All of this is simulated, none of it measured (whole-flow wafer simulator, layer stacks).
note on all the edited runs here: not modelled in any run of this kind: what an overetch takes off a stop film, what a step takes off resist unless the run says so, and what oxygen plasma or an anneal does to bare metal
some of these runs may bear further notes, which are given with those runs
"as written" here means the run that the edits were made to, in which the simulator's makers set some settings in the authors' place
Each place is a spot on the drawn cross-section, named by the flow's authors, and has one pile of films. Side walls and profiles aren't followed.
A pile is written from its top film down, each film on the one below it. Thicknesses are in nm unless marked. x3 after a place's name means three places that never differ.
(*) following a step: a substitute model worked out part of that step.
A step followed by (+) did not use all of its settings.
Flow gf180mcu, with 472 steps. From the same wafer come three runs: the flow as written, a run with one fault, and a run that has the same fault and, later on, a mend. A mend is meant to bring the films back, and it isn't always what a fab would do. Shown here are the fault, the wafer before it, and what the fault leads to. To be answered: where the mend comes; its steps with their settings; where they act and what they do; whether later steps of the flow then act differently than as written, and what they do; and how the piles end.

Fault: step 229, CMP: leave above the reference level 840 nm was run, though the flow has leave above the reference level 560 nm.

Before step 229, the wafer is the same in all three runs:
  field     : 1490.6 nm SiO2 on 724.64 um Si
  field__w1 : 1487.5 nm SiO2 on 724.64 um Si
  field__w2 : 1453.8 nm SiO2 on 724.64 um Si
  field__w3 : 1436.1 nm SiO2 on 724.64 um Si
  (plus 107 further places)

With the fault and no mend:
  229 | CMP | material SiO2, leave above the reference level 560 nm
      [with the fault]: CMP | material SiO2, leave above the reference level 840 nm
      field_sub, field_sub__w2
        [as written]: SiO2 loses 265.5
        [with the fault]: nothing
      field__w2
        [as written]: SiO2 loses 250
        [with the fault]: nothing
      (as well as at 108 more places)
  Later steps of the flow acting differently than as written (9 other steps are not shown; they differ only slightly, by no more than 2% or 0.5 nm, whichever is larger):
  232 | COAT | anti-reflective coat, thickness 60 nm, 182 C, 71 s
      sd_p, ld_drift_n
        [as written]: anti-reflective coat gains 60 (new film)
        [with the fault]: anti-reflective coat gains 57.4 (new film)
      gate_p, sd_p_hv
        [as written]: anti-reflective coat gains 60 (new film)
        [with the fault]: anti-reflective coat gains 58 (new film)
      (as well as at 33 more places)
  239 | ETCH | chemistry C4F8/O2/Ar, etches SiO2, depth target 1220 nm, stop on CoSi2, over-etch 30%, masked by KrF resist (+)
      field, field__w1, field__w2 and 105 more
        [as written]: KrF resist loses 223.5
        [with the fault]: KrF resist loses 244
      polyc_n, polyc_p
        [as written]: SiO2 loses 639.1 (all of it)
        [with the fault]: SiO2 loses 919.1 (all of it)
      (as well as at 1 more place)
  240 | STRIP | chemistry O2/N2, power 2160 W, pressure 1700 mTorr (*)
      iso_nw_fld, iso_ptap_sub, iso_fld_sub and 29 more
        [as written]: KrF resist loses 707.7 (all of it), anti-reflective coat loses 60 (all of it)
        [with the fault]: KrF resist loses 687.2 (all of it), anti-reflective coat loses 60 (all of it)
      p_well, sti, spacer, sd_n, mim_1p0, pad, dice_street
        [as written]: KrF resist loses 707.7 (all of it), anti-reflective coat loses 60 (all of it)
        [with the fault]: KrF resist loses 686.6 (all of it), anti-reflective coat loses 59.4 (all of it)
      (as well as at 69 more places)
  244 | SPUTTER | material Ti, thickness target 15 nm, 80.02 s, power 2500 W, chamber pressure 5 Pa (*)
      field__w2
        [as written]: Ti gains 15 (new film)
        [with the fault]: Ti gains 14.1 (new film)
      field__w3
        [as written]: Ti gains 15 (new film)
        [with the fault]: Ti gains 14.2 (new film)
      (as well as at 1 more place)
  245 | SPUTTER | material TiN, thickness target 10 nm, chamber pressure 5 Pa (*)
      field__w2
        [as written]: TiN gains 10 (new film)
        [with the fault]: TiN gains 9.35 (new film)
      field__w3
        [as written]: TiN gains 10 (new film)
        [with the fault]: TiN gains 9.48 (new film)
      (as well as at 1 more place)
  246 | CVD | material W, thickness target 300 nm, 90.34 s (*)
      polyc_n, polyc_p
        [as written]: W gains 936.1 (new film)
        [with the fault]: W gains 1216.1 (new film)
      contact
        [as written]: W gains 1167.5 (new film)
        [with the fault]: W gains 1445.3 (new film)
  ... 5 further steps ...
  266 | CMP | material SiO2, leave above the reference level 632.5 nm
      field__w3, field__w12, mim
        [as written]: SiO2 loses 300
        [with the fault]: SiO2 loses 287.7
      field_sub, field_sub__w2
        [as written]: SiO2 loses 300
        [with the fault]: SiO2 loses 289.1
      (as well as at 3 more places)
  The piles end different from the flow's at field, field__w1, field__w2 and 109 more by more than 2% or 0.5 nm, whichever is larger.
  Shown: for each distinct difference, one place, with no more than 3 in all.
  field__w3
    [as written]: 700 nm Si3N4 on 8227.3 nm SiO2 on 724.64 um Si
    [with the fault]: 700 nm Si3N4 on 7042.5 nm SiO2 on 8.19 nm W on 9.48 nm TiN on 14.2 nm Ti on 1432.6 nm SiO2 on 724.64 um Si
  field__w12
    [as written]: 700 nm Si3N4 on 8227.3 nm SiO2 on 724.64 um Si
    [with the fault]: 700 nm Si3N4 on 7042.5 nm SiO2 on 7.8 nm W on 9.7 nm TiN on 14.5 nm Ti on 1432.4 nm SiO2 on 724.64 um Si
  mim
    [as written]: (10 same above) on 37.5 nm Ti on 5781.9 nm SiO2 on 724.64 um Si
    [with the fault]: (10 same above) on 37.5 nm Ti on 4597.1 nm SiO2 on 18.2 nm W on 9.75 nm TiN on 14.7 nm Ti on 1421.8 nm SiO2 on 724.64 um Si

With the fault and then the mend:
  The mend follows step 229.
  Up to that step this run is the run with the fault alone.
  229a | CMP | material SiO2, leave above the reference level 560 nm (a further turn of the flow's step 229)
      field, field__w1, field__w5 and 94 more
        SiO2 loses 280
      field_sub, field_sub__w2
        SiO2 loses 265.5
      field__w2
        SiO2 loses 250
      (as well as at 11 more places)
  None of the later steps of the flow acts differently than as written at any place that is followed.
  The piles end the same as the flow's at every place that both follow.
